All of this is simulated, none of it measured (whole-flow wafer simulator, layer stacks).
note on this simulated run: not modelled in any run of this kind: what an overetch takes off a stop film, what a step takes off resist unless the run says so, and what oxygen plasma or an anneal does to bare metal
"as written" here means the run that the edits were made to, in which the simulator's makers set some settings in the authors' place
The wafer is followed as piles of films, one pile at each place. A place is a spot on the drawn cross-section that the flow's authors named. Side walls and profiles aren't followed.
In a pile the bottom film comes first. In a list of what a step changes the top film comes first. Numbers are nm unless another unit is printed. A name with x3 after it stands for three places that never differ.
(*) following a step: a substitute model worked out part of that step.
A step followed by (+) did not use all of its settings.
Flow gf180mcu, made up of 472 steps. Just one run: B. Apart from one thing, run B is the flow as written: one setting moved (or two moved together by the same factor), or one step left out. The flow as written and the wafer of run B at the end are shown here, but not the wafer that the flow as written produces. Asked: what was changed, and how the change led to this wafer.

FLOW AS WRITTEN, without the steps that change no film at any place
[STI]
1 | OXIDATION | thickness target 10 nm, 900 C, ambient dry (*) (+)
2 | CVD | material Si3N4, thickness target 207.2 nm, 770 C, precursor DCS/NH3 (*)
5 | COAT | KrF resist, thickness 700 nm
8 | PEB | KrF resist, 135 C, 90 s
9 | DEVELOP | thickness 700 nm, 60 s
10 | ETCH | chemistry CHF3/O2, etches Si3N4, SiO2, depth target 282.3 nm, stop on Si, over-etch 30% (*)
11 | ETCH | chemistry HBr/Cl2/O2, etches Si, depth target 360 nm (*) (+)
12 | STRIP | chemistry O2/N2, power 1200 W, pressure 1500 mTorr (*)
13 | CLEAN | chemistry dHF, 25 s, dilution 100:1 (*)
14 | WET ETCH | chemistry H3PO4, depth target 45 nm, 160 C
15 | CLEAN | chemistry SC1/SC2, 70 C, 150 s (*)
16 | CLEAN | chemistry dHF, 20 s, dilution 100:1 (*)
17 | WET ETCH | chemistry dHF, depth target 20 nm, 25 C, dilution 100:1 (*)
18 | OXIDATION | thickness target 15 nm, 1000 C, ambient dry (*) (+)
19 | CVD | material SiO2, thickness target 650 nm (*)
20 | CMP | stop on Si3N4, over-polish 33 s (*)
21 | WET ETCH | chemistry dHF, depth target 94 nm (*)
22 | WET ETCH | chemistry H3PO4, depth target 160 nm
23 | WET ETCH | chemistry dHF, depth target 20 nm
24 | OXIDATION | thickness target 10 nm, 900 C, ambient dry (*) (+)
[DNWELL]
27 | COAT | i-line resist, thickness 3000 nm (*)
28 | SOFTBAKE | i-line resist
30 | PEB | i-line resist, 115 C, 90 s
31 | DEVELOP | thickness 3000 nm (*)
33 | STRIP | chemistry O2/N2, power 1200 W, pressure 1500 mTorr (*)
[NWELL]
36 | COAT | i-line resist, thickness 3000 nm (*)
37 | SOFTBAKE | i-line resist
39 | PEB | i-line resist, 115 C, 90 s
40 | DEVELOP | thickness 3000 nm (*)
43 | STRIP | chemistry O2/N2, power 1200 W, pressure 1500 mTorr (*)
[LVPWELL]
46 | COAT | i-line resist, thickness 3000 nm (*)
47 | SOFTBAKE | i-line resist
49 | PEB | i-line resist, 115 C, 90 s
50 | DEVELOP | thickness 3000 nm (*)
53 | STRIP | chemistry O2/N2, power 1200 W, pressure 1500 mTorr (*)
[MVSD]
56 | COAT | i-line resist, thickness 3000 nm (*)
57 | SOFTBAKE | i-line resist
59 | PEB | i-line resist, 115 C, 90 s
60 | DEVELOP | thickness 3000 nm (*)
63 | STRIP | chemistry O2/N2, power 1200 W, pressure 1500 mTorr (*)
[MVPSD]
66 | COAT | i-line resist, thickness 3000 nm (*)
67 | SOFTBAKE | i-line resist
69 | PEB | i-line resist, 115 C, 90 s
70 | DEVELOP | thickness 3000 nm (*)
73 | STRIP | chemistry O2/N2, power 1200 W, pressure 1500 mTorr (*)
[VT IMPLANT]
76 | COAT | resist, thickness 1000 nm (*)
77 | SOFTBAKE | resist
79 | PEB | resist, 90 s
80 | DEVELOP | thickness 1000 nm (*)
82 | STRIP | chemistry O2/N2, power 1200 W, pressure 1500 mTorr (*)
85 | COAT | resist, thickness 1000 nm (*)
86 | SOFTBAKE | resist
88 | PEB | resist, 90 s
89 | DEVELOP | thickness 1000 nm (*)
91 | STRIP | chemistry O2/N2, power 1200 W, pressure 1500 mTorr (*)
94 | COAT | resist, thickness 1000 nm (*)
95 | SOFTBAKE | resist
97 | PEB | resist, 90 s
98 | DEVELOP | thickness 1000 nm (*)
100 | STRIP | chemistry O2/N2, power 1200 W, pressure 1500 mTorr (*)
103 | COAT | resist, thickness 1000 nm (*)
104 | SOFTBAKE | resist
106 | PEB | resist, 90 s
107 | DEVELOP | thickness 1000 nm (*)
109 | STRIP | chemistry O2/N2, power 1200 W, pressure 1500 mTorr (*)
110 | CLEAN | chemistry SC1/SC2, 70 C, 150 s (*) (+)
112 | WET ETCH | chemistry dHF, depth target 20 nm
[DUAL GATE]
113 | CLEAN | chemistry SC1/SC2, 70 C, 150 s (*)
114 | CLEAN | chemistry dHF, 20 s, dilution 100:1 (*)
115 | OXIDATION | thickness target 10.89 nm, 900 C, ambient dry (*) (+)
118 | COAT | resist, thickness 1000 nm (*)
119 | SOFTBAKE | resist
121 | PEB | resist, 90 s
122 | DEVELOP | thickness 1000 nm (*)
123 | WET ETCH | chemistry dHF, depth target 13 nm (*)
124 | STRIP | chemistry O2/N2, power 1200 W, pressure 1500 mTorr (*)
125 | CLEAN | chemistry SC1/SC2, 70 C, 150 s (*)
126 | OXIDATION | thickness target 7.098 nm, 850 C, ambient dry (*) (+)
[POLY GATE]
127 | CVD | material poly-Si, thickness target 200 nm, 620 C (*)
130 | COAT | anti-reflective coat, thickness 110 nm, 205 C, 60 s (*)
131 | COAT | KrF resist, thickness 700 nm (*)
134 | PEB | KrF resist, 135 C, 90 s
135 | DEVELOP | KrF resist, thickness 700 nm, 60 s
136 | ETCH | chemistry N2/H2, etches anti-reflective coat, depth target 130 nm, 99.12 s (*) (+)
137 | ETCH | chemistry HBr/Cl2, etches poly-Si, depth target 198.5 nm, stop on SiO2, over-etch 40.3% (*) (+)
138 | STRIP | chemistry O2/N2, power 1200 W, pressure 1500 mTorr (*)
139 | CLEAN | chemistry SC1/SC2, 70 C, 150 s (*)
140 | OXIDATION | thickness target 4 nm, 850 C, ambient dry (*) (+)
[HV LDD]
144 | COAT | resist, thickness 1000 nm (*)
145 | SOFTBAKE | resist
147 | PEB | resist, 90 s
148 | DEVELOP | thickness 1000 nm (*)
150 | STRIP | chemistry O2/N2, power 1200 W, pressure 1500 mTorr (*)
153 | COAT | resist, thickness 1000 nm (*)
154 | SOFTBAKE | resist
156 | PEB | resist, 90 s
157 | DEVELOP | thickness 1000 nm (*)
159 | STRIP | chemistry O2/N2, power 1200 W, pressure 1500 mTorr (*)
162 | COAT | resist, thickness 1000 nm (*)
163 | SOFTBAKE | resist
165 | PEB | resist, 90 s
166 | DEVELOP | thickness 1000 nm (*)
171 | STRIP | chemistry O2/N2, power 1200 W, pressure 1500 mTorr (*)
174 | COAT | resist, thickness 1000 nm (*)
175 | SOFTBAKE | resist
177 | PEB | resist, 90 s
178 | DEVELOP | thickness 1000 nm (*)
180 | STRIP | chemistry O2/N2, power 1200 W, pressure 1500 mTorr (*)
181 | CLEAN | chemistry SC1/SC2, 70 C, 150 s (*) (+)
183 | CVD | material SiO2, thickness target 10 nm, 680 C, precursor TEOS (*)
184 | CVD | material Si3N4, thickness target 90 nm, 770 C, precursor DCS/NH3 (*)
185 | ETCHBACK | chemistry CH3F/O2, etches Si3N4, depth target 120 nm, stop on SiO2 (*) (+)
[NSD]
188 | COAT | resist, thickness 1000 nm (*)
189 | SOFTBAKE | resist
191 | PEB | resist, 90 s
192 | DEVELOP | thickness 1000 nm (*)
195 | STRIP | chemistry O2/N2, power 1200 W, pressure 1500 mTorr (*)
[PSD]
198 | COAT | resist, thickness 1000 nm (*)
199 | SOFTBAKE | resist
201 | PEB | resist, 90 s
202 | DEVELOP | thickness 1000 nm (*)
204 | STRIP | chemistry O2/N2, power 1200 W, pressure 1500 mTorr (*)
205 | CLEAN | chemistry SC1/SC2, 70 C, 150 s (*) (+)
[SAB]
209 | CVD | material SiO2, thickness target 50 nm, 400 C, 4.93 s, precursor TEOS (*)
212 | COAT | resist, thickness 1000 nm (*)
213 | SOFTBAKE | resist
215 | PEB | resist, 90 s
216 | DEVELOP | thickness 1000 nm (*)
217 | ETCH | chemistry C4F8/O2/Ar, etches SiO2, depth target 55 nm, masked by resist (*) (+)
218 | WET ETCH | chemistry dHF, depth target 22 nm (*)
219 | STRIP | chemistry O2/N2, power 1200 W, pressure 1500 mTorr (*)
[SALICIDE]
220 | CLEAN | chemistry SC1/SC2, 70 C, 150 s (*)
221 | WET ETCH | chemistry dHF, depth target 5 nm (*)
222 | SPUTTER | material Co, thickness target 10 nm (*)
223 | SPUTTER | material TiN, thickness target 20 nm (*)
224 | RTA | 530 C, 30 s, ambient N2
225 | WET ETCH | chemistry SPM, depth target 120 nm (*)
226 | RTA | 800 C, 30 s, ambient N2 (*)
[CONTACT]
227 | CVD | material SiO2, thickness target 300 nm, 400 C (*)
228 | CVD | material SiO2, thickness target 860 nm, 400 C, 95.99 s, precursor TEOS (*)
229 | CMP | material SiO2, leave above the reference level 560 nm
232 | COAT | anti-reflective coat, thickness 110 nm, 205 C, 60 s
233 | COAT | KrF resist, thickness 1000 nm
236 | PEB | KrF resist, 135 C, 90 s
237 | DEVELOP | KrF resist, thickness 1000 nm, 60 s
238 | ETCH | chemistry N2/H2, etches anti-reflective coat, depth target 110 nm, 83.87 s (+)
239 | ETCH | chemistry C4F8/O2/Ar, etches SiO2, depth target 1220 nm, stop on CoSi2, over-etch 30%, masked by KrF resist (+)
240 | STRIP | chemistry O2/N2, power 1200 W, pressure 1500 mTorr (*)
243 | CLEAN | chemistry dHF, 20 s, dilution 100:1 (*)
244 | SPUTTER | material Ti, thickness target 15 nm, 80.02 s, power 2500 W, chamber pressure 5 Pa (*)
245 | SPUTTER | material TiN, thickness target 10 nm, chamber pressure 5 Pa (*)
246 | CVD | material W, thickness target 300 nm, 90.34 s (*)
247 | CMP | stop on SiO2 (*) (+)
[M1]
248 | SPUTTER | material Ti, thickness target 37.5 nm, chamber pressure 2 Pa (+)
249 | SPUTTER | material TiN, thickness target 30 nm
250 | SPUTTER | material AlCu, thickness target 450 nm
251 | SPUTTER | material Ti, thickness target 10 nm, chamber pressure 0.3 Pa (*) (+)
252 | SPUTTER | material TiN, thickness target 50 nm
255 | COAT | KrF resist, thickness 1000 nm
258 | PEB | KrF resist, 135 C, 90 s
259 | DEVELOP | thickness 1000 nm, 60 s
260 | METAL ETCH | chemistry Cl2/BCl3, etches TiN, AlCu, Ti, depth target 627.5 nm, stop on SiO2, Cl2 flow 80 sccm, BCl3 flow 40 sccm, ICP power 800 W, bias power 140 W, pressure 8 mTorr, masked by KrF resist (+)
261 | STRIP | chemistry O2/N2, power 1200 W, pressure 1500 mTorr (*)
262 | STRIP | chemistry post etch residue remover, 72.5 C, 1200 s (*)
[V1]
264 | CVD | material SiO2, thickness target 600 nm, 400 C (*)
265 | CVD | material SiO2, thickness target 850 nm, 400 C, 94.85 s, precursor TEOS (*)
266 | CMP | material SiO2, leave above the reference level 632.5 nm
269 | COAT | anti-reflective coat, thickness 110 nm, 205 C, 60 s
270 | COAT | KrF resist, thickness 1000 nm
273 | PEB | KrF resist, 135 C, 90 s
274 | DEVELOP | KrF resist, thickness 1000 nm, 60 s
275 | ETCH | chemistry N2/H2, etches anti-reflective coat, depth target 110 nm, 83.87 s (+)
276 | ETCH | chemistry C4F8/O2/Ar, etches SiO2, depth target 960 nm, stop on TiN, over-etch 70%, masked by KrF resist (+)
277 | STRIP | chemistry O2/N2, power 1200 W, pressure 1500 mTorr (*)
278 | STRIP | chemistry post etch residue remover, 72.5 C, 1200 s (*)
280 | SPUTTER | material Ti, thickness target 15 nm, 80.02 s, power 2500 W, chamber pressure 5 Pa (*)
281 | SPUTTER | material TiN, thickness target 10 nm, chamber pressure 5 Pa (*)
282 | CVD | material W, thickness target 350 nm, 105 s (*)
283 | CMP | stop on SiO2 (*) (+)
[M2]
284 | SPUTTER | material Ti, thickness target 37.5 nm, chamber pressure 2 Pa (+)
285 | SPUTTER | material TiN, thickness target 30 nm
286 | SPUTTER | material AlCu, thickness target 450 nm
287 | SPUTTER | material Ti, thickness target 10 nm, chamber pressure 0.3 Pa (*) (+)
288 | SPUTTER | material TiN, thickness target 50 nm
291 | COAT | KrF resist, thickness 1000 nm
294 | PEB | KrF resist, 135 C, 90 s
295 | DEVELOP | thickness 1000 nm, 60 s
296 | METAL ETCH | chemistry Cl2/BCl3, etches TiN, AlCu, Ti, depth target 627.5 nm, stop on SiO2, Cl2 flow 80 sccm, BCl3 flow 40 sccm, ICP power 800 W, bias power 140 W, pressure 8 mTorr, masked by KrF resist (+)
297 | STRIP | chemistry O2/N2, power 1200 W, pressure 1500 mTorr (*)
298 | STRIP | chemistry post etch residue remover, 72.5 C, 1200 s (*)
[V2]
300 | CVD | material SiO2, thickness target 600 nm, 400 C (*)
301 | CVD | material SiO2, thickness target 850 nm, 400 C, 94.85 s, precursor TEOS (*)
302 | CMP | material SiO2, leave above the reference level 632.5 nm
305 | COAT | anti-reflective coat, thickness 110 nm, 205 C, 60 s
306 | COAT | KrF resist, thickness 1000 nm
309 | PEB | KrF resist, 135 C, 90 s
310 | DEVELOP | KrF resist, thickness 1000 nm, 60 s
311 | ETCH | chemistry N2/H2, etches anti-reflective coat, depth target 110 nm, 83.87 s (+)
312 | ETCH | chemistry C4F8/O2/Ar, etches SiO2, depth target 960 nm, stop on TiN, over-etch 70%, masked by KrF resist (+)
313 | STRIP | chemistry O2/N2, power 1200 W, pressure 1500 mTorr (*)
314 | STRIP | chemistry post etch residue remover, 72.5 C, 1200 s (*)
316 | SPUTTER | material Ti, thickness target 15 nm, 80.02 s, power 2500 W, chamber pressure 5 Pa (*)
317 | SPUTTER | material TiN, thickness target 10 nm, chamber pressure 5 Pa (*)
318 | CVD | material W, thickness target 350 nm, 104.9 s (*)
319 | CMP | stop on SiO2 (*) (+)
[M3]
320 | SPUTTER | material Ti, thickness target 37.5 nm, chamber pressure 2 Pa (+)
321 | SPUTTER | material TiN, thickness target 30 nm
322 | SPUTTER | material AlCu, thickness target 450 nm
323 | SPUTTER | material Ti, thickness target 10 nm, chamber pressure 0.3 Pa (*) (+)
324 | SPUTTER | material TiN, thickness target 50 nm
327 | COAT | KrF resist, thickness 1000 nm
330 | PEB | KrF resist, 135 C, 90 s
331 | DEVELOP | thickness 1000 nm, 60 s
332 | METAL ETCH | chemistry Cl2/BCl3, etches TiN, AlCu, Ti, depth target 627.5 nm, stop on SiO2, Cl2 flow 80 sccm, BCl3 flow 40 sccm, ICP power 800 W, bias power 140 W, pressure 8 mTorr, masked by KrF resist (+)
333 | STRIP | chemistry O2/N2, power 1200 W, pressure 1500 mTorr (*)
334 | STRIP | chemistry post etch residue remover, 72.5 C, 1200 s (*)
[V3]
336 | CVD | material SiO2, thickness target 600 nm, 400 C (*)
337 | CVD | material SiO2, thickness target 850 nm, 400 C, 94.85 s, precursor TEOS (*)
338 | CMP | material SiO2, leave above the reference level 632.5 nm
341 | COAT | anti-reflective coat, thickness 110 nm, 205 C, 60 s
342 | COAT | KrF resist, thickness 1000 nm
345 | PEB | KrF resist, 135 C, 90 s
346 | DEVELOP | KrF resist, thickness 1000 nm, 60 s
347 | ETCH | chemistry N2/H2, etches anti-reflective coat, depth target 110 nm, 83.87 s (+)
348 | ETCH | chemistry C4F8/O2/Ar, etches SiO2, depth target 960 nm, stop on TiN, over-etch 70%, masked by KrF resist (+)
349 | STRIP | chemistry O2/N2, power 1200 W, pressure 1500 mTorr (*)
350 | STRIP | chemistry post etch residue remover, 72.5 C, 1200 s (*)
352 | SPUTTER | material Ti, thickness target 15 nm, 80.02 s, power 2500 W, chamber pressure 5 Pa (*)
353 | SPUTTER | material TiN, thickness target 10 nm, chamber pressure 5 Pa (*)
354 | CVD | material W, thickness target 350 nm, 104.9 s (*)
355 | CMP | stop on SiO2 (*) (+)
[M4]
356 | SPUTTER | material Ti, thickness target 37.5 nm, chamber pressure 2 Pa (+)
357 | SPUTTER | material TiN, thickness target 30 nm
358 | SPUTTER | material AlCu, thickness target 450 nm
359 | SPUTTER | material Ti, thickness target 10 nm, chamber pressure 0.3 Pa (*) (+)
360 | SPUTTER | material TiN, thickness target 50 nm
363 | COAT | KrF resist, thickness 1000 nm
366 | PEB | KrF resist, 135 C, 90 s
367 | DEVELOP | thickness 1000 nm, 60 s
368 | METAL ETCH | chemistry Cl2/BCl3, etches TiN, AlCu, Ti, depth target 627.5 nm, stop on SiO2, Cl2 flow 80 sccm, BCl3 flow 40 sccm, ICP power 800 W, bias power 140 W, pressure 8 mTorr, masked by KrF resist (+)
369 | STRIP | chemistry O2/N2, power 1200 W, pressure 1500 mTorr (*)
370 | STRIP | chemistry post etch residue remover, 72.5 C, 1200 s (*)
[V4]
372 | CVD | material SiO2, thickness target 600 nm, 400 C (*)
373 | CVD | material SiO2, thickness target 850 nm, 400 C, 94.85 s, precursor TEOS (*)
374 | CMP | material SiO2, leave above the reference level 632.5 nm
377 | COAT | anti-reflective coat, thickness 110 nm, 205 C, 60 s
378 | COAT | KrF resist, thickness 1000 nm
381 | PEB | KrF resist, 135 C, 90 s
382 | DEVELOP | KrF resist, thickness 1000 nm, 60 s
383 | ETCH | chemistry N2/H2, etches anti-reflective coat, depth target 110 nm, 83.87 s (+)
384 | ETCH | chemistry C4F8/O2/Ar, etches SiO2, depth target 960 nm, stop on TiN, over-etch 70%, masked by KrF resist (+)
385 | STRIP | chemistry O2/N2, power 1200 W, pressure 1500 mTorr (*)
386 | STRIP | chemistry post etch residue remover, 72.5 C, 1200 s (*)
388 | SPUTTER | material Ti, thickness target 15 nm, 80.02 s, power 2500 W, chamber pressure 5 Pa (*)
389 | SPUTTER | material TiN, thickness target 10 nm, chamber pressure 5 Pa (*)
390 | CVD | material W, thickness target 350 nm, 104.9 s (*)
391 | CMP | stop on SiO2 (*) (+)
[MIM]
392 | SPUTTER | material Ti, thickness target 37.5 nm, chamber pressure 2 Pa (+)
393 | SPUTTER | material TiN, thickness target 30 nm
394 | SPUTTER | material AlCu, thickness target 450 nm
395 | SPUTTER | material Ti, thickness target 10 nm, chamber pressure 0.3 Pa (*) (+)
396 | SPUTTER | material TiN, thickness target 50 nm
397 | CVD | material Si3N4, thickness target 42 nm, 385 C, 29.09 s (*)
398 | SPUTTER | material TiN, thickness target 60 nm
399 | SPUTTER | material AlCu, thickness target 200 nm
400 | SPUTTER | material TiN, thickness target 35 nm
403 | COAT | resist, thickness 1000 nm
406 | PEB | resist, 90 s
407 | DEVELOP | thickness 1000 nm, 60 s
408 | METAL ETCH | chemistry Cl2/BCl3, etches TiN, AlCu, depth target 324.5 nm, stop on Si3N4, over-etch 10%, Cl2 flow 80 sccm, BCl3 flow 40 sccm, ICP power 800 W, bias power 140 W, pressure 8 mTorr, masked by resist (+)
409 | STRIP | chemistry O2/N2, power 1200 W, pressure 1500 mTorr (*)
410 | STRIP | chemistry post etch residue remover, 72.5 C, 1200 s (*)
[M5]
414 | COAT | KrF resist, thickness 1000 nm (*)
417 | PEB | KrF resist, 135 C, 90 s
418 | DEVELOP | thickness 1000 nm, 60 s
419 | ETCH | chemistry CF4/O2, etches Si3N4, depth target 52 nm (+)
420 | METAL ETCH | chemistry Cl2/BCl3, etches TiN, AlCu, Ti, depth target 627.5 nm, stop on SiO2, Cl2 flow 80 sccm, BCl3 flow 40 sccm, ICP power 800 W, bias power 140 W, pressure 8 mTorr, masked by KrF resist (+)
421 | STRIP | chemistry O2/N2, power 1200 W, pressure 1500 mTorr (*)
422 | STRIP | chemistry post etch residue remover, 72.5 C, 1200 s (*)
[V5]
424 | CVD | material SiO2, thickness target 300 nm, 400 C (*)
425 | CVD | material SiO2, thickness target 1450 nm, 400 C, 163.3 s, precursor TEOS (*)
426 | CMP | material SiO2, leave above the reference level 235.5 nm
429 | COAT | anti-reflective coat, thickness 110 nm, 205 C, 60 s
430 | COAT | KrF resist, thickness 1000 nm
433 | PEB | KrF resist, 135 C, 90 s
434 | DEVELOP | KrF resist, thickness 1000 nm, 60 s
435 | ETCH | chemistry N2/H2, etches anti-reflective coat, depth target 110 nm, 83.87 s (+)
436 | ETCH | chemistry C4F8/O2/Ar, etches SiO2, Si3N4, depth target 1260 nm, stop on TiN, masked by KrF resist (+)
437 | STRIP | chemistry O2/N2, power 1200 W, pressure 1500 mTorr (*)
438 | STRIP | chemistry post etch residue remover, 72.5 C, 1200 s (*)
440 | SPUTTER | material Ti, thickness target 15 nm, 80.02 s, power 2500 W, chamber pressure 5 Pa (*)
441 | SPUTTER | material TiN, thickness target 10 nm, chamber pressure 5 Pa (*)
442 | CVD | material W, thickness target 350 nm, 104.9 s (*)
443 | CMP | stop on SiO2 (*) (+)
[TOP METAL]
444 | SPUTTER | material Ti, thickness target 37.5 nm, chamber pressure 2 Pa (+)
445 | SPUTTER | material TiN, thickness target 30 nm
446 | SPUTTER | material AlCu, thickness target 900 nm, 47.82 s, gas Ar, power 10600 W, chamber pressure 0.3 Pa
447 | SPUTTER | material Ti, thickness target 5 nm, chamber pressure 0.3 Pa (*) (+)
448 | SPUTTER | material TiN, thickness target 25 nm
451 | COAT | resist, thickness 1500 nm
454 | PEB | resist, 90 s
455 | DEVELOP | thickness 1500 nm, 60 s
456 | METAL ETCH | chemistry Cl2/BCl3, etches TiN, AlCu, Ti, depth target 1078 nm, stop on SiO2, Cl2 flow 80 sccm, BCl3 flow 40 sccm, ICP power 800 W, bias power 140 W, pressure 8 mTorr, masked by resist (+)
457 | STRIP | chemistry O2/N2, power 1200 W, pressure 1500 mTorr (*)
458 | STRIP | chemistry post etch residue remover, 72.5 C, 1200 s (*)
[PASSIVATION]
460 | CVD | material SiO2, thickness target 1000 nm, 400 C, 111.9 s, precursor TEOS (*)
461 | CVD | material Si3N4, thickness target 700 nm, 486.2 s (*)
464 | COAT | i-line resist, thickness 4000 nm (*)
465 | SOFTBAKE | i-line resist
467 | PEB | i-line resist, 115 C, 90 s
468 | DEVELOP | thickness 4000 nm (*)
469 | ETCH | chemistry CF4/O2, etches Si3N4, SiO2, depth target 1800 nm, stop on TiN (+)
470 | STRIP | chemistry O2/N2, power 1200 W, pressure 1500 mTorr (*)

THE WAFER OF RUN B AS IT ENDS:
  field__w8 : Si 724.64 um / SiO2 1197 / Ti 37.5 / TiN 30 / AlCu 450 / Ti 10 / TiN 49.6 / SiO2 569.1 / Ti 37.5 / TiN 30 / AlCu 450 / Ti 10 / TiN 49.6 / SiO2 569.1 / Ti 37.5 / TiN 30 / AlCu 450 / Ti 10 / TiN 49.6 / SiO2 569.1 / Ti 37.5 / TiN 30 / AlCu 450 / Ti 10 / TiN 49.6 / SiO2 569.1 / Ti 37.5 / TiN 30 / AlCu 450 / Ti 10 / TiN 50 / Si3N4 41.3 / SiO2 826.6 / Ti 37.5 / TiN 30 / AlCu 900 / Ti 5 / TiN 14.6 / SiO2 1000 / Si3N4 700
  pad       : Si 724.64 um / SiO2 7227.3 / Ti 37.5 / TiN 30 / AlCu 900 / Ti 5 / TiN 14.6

Cause: step 448, SPUTTER: thickness target 15 nm was run, though the flow has thickness target 25 nm.

The path from the change to this, step by step:
  448 | SPUTTER | material TiN, thickness target 25 nm
      field, field__w1, field__w2 and 109 more: +15 TiN (new film) (as written it would have been: +25 TiN (new film))
  456 | METAL ETCH | chemistry Cl2/BCl3, etches TiN, AlCu, Ti, depth target 1078 nm, stop on SiO2, Cl2 flow 80 sccm, BCl3 flow 40 sccm, ICP power 800 W, bias power 140 W, pressure 8 mTorr, masked by resist (+)
      field, field__w1, field__w2 and 103 more: -15 TiN (all of it), -5 Ti (all of it), -900 AlCu (all of it), -30 TiN (all of it), -37.5 Ti (all of it) (as written it would have been: -25 TiN (all of it), -5 Ti (all of it), -900 AlCu (all of it), -30 TiN (all of it), -37.5 Ti (all of it))
